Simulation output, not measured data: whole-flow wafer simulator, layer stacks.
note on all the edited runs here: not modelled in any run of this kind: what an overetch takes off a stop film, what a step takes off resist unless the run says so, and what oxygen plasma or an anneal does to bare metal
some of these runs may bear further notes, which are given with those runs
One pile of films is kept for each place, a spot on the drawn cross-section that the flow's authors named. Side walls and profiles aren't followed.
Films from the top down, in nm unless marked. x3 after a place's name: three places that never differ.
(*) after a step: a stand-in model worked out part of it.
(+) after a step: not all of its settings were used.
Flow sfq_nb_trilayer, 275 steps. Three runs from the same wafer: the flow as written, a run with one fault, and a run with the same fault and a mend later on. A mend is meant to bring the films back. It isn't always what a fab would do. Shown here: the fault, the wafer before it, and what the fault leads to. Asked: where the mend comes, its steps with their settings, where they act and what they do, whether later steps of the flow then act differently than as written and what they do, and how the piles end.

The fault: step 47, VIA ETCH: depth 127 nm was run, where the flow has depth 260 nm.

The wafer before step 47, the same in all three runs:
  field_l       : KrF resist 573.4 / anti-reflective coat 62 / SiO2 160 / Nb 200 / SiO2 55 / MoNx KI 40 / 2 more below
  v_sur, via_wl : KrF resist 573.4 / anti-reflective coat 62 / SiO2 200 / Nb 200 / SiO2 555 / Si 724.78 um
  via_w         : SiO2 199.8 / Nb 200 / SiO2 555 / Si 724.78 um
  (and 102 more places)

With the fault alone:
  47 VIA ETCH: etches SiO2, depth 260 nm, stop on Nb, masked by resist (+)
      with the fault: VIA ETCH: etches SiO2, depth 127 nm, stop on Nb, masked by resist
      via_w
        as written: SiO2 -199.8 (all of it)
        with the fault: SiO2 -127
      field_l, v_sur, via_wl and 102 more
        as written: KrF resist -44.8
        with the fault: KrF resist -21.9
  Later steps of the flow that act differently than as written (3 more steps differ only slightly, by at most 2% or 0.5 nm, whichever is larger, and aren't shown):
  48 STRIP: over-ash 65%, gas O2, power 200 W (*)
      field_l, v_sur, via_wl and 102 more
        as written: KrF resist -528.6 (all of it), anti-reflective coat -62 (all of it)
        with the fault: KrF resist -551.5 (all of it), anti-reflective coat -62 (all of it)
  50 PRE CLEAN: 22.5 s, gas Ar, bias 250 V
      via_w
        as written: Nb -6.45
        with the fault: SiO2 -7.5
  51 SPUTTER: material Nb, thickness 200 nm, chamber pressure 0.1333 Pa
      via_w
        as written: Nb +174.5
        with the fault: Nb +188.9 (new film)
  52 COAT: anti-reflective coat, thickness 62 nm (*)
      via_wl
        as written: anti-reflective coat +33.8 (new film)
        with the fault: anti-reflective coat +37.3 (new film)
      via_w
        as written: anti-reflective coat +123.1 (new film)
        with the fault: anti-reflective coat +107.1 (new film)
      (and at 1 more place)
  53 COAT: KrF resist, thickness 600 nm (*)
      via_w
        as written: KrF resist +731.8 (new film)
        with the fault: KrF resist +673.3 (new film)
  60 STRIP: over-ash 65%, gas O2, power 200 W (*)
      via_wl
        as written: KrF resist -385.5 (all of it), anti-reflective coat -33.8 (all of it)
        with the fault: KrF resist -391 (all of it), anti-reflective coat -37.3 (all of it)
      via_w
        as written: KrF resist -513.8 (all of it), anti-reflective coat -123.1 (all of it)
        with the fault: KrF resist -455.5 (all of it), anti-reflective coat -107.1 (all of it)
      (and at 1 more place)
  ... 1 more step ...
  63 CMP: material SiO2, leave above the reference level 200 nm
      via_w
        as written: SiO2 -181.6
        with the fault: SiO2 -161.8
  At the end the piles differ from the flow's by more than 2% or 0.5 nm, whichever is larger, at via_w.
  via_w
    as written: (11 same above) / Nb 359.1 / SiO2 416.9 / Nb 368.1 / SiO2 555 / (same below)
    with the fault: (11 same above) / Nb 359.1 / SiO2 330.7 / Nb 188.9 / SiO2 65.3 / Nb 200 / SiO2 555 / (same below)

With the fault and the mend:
  The mend comes after step 48.
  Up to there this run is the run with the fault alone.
  48a COAT: anti-reflective coat, thickness 62 nm (*) (the flow's step 40 once more)
      p4_fl x3, p4_w1 x9, p4_g1 x2 and 63 more
        anti-reflective coat +62 (new film)
      r_end, moat, field_r and 7 more
        anti-reflective coat +61.9 (new film)
      gap, jj_sur, ce_l and 6 more
        anti-reflective coat +61.8 (new film)
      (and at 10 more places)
  48b COAT: KrF resist, thickness 650 nm (*) (the flow's step 41 once more)
      p4_fl x3, p4_w1 x9, p4_g1 x2 and 63 more
        KrF resist +650 (new film)
      field_r, lsp_l, ln_m5, lsp_m, ln_m6, lsp_r, l0_sur
        KrF resist +649.7 (new film)
      be_r, r_sur, res, r_end, moat, l0v
        KrF resist +649.6 (new film)
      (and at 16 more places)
  48c SOFTBAKE: KrF resist (the flow's step 42 once more)
      changes no film at any place that is followed
  48d EXPOSE: photomask I0, dose 11.91 mJ/cm2, NA 0.6, wavelength 248 nm (*) (the flow's step 43 once more)
      changes no film at any place that is followed
  48e PEB: KrF resist, 90 s (the flow's step 44 once more)
      be_sur, gap, jj_sur and 94 more
        KrF resist -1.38
      field_l, via_v, wire, be
        KrF resist -1.37
      v_sur, via_sp
        KrF resist -1.36
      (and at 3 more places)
  48f DEVELOP: KrF resist, thickness 650 nm, 60 s (the flow's step 45 once more)
      field_l, v_sur, via_wl and 102 more
        KrF resist -23.5
      via_w
        KrF resist -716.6 (all of it)
  48g VIA ETCH: etches anti-reflective coat, depth 125 nm, masked by resist (+) (the flow's step 46 once more)
      field_l, v_sur, via_wl and 102 more
        KrF resist -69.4
      via_w
        anti-reflective coat -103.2 (all of it), SiO2 -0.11
  48h VIA ETCH: etches SiO2, depth 133 nm, stop on Nb, masked by resist (+) (the flow's step 47 once more, with other settings)
      field_l, v_sur, via_wl and 102 more
        KrF resist -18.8
      via_w
        SiO2 -72.7 (all of it)
  48i STRIP: over-ash 65%, gas O2, power 200 W (*) (the flow's step 48 once more)
      p4_fl x3, p4_w1 x9, p4_g1 x2 and 63 more
        KrF resist -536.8 (all of it), anti-reflective coat -62 (all of it)
      r_end, moat, field_r and 7 more
        KrF resist -536.5 (all of it), anti-reflective coat -61.9 (all of it)
      ce_r, sp_r, be_r, r_sur
        KrF resist -536.4 (all of it), anti-reflective coat -61.8 (all of it)
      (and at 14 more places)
  No later step of the flow acts differently than as written, at any place that is followed, by more than 2% or 0.5 nm, whichever is larger.
  At the end the piles differ from the flow's only slightly at the places that both follow, by at most 2% or 0.5 nm, whichever is larger.
